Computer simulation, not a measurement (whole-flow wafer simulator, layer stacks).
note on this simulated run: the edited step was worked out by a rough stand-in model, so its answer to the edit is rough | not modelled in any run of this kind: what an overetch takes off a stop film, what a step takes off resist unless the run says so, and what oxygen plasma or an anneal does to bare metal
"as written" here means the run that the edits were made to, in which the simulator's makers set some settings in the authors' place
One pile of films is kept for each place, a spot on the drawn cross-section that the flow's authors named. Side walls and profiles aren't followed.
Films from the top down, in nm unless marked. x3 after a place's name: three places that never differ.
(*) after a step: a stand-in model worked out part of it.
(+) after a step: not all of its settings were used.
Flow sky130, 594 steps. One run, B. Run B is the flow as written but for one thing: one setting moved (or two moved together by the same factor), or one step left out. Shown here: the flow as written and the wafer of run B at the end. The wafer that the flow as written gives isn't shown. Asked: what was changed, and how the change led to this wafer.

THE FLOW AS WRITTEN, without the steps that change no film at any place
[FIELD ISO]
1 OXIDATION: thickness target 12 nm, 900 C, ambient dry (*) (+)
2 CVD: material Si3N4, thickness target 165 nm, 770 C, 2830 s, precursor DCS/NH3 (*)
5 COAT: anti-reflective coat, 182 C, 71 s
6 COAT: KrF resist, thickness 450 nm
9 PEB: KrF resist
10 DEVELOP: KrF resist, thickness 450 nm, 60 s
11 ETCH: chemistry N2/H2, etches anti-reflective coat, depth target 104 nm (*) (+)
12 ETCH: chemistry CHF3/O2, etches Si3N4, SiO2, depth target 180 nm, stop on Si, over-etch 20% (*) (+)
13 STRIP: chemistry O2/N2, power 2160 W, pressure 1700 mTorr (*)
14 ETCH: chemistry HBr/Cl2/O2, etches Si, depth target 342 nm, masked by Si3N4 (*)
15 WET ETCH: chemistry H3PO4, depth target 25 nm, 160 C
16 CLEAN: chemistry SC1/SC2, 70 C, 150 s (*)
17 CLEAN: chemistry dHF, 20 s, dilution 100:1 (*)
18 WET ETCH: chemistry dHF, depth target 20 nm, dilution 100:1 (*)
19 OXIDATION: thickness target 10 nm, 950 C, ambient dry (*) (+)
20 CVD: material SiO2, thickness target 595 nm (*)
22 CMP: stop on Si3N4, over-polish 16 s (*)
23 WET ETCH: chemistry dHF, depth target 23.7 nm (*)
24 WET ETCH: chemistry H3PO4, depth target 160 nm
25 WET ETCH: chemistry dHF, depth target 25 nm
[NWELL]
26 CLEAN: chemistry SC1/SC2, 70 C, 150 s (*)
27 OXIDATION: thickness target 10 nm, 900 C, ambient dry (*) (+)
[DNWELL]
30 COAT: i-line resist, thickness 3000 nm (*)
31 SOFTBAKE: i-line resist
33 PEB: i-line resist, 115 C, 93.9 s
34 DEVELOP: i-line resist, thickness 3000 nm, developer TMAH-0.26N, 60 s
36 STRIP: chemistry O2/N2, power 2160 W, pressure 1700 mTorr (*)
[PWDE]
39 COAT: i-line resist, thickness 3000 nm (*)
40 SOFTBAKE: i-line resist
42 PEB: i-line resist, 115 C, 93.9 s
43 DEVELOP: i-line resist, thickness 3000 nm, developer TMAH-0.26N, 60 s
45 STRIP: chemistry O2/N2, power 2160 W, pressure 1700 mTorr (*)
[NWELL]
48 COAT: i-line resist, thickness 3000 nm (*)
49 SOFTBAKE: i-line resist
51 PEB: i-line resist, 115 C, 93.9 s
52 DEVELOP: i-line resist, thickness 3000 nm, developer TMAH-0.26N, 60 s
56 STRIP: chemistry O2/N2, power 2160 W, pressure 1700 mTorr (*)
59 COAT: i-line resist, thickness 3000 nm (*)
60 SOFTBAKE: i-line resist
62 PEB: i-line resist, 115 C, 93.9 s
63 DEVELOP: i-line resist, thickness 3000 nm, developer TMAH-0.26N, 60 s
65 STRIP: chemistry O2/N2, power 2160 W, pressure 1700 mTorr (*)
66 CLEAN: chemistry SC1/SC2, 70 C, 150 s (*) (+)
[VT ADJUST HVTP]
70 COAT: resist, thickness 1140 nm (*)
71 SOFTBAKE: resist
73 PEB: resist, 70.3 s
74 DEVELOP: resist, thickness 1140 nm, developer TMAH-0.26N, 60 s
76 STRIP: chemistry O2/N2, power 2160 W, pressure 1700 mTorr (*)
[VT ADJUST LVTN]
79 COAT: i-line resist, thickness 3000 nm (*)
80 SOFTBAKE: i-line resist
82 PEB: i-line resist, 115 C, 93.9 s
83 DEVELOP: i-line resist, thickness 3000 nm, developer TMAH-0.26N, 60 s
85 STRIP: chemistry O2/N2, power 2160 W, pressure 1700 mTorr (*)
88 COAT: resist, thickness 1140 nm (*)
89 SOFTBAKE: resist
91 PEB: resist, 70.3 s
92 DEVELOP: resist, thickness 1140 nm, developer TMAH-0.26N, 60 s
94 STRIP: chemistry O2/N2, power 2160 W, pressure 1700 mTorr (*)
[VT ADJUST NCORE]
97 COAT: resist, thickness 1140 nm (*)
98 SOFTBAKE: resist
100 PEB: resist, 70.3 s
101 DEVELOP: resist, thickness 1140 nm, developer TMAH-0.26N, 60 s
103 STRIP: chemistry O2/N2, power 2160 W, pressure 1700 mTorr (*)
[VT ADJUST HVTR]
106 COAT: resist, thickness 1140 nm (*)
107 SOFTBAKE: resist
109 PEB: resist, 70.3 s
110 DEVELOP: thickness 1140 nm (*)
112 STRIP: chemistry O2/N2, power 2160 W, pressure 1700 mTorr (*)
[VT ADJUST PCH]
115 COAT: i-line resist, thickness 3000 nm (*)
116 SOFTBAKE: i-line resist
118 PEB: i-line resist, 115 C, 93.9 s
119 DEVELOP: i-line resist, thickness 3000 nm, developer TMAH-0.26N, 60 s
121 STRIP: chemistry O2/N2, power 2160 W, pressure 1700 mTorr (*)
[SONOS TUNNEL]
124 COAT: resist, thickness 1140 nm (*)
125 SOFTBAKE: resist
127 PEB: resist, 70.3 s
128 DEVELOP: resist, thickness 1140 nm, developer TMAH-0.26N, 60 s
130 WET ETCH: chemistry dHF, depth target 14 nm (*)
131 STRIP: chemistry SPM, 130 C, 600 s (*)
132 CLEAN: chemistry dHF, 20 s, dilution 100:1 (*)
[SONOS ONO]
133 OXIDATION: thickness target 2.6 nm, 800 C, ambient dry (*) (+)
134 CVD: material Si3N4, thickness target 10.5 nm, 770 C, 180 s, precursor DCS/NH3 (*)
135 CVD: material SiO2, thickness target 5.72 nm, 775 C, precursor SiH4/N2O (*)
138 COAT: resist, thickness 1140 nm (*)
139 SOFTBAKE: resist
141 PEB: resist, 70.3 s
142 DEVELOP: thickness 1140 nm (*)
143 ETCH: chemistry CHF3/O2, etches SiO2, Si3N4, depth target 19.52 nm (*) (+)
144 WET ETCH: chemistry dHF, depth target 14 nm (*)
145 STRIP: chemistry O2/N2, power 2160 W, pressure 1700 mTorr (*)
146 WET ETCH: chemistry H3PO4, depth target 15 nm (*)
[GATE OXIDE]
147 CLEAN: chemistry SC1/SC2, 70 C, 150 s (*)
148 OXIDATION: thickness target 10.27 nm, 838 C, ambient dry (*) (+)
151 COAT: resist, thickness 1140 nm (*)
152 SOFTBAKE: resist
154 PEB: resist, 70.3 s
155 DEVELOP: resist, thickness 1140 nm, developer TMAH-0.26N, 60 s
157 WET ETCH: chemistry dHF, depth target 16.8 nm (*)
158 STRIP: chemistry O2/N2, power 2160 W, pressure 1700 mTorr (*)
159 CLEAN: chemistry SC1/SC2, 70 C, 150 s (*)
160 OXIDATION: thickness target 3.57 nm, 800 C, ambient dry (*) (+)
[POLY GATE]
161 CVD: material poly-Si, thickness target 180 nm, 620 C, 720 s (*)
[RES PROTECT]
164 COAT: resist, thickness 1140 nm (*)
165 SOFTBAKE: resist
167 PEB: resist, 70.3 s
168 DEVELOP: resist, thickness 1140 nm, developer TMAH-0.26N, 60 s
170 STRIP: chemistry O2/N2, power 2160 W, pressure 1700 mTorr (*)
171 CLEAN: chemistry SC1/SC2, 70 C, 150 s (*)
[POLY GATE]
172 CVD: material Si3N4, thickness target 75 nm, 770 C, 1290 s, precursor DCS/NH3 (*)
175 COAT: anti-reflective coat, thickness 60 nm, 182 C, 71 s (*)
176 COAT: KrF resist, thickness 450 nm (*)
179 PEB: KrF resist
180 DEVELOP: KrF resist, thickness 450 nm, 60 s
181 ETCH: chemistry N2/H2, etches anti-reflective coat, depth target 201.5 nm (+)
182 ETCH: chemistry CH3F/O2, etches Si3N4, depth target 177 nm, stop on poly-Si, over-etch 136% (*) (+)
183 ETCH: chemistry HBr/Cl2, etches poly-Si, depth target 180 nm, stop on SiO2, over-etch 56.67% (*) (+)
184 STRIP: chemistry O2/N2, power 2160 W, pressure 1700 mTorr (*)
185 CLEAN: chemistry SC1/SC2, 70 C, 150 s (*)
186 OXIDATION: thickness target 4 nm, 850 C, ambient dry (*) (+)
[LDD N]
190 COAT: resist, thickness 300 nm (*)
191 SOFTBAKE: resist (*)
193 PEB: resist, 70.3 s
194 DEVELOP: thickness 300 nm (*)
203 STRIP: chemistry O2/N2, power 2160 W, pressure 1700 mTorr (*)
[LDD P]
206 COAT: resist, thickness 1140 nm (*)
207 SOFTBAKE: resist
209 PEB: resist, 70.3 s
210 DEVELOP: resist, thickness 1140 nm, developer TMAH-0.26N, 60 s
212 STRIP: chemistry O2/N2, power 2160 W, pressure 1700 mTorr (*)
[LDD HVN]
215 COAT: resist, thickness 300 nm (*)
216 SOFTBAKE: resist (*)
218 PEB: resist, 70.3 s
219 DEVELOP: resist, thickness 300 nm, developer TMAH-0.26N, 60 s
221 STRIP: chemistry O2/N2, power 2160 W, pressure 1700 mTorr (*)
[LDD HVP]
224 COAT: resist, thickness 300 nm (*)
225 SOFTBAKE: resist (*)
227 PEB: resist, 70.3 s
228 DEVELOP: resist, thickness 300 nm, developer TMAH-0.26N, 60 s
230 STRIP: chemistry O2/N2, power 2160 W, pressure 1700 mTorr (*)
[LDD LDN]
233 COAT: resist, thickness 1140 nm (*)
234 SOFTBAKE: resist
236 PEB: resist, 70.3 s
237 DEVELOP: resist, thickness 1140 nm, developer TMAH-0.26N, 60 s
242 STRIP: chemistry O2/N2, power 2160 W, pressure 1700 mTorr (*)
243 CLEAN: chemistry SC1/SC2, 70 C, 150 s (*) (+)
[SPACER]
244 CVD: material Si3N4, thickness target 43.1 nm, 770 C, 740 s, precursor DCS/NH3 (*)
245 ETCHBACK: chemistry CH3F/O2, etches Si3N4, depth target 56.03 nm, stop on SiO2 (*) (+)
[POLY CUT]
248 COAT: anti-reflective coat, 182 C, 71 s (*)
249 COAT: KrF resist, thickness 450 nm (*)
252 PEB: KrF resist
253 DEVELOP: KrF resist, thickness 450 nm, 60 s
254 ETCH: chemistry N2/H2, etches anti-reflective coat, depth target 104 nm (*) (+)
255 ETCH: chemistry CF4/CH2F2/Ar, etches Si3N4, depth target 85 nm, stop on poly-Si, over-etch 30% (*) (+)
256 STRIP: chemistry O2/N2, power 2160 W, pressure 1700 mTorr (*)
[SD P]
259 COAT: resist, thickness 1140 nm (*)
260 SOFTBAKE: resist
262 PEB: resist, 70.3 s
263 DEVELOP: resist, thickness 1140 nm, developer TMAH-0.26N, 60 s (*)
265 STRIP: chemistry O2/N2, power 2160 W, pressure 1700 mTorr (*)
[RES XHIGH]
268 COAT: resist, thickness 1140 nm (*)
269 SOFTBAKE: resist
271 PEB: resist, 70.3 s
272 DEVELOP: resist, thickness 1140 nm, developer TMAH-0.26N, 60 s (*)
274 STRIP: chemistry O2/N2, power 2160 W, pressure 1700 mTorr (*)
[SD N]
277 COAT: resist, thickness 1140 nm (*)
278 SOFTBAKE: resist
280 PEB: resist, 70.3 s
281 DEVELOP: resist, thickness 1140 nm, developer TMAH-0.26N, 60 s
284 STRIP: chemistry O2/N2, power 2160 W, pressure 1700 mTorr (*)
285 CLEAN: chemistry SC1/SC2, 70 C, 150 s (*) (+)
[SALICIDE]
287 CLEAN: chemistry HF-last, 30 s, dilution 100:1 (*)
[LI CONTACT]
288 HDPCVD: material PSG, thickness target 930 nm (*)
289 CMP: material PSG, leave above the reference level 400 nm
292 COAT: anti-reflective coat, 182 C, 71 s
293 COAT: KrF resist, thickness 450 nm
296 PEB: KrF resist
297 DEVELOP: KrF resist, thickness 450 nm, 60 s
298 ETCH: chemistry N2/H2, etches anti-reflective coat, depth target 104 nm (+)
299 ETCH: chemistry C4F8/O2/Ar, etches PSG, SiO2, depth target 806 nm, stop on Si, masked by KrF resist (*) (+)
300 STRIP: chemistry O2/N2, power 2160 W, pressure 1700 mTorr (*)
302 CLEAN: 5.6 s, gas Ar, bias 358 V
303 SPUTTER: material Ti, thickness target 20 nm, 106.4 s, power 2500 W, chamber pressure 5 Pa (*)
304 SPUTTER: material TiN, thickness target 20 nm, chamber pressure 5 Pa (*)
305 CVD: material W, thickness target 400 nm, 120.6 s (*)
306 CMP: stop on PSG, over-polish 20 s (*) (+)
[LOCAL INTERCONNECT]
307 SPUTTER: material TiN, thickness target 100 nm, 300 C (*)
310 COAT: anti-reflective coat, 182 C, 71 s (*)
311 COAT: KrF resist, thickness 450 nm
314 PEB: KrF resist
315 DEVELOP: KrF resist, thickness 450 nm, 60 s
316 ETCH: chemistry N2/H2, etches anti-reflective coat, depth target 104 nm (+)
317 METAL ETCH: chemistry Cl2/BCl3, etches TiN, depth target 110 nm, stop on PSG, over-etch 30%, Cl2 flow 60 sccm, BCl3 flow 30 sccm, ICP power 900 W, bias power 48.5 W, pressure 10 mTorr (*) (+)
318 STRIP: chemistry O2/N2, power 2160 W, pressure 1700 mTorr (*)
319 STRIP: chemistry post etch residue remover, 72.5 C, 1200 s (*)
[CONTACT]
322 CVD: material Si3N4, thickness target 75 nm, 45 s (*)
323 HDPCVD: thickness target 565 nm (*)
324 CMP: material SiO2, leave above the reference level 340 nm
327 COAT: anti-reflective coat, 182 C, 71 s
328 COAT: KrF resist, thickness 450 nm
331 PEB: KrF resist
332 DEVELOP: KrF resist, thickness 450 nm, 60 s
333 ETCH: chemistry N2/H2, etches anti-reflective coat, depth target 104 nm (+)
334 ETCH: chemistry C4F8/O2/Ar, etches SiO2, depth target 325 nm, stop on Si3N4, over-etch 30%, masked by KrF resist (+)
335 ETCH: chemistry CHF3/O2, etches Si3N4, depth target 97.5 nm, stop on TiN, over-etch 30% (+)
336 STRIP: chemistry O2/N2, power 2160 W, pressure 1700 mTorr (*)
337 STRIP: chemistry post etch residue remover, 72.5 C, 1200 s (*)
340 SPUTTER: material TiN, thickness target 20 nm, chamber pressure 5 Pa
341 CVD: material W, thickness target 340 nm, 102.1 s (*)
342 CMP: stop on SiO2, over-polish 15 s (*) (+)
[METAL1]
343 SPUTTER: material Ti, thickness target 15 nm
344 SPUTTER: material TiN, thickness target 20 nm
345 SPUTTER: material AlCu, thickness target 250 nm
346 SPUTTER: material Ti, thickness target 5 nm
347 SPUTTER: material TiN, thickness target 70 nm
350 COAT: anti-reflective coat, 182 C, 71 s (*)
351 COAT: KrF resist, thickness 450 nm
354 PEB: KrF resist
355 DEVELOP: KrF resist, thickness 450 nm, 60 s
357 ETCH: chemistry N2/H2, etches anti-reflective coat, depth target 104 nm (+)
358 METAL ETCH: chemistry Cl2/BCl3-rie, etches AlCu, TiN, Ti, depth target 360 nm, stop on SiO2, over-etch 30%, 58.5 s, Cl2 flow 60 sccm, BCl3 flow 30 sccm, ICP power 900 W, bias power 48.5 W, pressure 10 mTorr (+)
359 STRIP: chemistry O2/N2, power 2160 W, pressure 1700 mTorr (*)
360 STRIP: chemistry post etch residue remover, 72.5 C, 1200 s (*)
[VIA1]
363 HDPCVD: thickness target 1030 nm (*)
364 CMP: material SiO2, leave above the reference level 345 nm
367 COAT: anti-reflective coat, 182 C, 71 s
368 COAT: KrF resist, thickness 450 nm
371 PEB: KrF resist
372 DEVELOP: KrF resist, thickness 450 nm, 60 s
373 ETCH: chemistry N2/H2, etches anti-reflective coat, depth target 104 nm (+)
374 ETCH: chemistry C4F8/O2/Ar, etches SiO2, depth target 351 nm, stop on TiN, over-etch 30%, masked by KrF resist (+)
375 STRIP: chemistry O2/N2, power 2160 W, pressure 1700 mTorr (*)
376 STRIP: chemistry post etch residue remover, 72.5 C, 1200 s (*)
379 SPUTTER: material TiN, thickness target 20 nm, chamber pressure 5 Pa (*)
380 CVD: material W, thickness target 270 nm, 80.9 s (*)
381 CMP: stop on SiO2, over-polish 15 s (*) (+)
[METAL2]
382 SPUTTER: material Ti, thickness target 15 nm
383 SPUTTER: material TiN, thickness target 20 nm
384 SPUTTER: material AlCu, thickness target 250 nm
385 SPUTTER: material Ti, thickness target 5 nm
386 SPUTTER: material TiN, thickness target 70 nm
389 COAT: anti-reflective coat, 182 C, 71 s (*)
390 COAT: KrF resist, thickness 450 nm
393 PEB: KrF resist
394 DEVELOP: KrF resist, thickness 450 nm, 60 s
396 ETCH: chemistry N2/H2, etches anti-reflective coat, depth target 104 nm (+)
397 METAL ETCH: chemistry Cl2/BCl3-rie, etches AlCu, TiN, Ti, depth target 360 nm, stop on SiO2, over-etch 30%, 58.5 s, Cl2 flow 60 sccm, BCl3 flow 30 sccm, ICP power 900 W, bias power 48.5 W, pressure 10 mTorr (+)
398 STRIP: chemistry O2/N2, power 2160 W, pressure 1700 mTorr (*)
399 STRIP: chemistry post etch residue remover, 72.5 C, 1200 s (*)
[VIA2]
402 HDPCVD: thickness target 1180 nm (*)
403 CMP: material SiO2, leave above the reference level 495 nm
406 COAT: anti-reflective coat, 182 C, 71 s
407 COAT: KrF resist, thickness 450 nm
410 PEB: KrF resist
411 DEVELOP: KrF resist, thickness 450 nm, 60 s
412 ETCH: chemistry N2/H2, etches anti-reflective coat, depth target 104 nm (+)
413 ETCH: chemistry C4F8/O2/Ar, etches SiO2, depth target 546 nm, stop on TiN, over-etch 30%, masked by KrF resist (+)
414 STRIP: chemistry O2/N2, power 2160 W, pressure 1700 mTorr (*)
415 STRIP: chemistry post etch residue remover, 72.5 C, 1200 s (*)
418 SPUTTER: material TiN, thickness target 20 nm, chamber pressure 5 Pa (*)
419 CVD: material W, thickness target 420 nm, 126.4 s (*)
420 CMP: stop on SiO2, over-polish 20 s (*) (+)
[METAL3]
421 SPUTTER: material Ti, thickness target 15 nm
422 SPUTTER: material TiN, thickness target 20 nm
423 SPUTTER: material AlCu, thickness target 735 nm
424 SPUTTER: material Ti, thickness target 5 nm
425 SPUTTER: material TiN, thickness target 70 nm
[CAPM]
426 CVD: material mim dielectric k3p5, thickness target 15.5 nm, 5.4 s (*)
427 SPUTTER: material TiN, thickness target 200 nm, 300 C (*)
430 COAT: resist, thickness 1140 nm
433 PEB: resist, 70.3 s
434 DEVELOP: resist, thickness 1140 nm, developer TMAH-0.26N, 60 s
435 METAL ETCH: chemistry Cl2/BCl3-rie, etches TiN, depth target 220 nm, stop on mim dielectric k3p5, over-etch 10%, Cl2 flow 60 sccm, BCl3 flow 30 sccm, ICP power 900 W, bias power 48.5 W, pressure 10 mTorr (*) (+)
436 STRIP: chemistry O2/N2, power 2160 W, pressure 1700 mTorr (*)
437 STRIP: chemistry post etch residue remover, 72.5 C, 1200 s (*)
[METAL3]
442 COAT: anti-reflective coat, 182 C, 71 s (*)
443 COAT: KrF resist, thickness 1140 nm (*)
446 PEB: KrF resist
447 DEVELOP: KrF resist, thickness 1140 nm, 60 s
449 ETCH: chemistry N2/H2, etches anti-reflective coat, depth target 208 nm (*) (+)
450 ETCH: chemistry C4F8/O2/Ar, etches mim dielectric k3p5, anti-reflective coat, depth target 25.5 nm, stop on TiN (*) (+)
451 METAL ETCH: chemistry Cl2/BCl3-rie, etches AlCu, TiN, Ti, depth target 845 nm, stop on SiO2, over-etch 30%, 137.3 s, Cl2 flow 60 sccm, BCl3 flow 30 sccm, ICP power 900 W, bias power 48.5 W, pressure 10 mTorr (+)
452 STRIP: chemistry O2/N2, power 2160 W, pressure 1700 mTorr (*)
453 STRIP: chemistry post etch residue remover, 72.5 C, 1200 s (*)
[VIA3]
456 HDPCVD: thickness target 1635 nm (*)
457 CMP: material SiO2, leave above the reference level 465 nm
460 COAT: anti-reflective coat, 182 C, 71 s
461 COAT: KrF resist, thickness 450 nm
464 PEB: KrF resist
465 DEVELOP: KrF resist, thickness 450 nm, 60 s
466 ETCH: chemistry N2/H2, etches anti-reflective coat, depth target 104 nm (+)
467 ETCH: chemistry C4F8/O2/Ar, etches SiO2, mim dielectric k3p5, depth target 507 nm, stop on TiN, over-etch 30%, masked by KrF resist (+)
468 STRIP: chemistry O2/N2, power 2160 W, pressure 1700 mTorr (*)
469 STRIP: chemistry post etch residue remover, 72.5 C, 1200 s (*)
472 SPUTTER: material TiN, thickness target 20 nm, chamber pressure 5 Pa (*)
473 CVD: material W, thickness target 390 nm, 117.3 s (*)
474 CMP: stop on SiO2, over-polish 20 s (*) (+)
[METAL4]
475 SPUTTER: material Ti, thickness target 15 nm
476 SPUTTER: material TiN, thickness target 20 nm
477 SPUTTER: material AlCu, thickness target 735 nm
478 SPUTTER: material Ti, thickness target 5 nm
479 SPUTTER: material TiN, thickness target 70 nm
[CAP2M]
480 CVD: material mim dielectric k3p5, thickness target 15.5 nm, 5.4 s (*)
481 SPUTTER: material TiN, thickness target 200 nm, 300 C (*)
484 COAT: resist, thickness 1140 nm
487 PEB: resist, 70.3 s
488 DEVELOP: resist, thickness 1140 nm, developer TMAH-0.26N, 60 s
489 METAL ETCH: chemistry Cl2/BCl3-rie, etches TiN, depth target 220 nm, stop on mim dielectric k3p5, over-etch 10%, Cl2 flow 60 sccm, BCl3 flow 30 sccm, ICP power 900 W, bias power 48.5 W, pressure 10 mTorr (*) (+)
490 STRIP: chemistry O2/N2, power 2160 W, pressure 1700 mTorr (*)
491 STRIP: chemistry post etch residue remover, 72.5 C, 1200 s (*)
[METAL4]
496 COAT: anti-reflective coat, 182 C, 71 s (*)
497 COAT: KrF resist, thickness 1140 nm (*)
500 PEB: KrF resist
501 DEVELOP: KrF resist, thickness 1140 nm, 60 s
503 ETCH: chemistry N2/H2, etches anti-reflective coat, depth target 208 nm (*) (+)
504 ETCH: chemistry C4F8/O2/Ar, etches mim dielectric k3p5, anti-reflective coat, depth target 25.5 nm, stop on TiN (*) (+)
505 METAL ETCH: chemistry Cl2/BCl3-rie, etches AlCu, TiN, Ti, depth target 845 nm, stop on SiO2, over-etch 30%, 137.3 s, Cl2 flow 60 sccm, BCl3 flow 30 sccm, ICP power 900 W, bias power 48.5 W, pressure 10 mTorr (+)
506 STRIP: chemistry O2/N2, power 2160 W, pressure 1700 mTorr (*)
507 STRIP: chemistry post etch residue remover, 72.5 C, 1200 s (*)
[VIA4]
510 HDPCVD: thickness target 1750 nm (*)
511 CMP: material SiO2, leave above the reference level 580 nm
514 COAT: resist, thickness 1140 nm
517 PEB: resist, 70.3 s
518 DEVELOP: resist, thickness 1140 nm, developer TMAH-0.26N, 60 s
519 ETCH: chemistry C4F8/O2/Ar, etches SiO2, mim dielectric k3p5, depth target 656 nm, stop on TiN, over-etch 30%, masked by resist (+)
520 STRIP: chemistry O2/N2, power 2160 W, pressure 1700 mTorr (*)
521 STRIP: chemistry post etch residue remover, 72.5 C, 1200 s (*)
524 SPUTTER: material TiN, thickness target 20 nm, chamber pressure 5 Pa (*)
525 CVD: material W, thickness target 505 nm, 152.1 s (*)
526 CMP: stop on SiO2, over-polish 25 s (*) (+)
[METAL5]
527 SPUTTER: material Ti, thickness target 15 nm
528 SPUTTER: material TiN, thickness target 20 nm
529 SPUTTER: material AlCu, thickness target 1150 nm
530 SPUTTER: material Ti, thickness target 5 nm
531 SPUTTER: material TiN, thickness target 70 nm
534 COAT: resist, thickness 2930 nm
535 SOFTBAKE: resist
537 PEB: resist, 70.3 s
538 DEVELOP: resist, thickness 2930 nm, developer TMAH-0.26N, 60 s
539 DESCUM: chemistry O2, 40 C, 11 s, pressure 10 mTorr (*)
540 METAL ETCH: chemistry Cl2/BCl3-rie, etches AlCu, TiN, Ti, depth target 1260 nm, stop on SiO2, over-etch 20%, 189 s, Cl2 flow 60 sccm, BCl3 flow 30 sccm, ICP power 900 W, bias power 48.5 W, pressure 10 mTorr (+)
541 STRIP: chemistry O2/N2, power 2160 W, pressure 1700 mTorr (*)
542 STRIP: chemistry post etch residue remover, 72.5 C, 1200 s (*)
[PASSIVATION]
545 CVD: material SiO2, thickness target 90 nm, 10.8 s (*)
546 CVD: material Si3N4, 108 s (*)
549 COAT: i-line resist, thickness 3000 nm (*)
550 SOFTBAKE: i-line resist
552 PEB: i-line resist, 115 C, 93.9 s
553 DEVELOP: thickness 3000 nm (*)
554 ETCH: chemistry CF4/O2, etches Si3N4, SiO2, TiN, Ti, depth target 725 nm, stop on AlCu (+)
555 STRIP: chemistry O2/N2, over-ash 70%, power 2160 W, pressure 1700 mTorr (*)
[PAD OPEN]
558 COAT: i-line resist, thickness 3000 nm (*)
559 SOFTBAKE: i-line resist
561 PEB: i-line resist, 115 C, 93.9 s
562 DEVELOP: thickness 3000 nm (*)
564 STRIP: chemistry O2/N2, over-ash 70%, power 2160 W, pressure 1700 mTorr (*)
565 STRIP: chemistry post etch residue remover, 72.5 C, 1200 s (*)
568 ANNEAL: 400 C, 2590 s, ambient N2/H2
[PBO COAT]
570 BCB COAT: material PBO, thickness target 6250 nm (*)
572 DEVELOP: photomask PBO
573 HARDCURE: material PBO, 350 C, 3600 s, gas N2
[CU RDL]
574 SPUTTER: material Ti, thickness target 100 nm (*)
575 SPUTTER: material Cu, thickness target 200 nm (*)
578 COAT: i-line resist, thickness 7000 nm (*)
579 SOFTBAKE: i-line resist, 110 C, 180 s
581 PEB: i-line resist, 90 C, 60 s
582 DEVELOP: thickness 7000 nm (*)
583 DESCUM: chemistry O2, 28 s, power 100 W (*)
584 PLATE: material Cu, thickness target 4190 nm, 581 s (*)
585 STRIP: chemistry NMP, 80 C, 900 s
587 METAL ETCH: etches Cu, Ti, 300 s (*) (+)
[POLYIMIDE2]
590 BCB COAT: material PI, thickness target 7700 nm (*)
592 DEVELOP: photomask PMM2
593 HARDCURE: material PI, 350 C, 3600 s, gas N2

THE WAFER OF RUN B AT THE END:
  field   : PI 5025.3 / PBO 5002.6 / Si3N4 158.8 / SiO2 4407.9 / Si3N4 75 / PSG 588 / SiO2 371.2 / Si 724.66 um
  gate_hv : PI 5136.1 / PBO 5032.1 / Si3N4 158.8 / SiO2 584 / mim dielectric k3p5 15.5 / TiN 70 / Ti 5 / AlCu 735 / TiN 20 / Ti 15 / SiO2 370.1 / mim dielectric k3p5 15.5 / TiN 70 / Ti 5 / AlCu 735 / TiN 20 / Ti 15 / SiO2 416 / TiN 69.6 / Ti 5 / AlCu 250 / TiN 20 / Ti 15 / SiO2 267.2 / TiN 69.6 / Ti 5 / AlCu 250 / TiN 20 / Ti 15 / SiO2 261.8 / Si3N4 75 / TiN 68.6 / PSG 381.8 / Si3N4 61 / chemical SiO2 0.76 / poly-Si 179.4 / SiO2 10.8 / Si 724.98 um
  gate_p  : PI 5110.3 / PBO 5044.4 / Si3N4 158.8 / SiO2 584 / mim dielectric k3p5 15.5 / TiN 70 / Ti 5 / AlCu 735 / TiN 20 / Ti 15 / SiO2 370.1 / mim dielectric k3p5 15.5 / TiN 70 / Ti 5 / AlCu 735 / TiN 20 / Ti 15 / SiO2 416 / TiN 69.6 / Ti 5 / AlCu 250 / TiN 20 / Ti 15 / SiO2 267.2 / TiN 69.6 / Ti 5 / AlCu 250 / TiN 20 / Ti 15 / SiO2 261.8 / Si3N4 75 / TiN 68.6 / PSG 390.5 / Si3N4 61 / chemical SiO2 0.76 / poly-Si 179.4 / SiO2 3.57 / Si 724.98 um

The cause: step 307, SPUTTER: thickness target 69 nm was run, where the flow has thickness target 100 nm.

How the change led to this, step by step:
  307 SPUTTER: material TiN, thickness target 100 nm, 300 C (*)
      field, active, n_well and 188 more: TiN +69 (new film) (as written it would be: TiN +100 (new film))
  317 METAL ETCH: chemistry Cl2/BCl3, etches TiN, depth target 110 nm, stop on PSG, over-etch 30%, Cl2 flow 60 sccm, BCl3 flow 30 sccm, ICP power 900 W, bias power 48.5 W, pressure 10 mTorr (*) (+)
      n_well, p_well, gate_hv and 97 more: KrF resist -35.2 (as written it would be: KrF resist -44)
      field, active, gate and 88 more: TiN -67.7 (all of it) (as written it would be: TiN -98.7 (all of it))
  318 STRIP: chemistry O2/N2, power 2160 W, pressure 1700 mTorr (*)
      n_well, p_well, gate_hv and 92 more: KrF resist -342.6 (all of it), anti-reflective coat -80 (all of it) (as written it would be: KrF resist -333.8 (all of it), anti-reflective coat -80 (all of it))
      poly_licon, ndiff_licon, ndiff_licon_cpp, rpo_hd_licon: KrF resist -342.7 (all of it), anti-reflective coat -80.5 (all of it) (as written it would be: KrF resist -333.9 (all of it), anti-reflective coat -80.5 (all of it))
      (and at 1 more place)
  324 CMP: material SiO2, leave above the reference level 340 nm
      field, active, gate and 88 more: SiO2 -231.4 (as written it would be: SiO2 -200.4)
